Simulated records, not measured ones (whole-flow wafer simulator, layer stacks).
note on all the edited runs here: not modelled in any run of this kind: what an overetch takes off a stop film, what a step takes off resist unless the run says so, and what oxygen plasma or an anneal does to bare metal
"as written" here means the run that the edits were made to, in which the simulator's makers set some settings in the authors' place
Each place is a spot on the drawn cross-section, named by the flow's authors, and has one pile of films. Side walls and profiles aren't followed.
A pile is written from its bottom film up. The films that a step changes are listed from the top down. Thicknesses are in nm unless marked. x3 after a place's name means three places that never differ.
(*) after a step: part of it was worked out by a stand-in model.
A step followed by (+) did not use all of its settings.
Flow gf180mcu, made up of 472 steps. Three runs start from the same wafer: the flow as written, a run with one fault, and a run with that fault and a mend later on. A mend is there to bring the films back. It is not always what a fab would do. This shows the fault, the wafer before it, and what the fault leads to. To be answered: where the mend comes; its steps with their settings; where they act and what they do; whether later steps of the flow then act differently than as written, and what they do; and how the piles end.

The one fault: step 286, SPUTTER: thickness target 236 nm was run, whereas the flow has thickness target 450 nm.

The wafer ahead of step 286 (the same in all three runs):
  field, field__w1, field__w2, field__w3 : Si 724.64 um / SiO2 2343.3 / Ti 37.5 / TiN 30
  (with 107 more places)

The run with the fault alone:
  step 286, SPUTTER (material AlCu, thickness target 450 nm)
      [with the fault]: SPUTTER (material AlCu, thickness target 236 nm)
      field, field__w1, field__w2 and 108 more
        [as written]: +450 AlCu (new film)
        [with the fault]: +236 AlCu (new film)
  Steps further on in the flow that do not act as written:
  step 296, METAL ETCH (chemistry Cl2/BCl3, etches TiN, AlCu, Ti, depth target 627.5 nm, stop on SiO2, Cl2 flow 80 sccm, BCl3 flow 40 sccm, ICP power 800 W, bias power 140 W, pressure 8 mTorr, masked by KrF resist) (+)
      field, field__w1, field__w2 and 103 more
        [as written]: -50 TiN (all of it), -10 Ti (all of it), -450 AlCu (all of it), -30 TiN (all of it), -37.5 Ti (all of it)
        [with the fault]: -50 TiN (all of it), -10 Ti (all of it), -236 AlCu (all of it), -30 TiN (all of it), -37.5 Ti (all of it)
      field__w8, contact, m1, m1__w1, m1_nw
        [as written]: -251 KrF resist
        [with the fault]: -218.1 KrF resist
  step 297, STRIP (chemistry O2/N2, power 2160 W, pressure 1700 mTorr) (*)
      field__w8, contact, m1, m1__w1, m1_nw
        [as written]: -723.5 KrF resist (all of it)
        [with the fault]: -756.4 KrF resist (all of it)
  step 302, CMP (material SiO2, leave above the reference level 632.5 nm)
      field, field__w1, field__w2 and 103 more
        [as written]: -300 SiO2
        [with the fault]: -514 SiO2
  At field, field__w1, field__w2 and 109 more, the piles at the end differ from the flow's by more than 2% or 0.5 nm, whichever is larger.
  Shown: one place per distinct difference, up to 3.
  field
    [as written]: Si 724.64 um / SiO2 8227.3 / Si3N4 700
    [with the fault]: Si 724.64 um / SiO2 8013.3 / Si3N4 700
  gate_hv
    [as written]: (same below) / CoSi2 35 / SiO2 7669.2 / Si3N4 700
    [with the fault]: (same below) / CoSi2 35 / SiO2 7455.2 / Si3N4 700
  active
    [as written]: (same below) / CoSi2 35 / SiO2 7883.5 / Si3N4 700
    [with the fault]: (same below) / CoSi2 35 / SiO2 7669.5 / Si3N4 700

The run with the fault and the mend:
  After step 286 comes the mend.
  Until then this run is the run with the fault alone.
  step 286a, SPUTTER (material AlCu, thickness target 214 nm) (a further turn of the flow's step 286, with different settings)
      field, field__w1, field__w2 and 108 more
        +214 AlCu
  Every later step of the flow that is run acts as written at every place that is followed.
  By the end, the piles equal the flow's at every place that both follow.
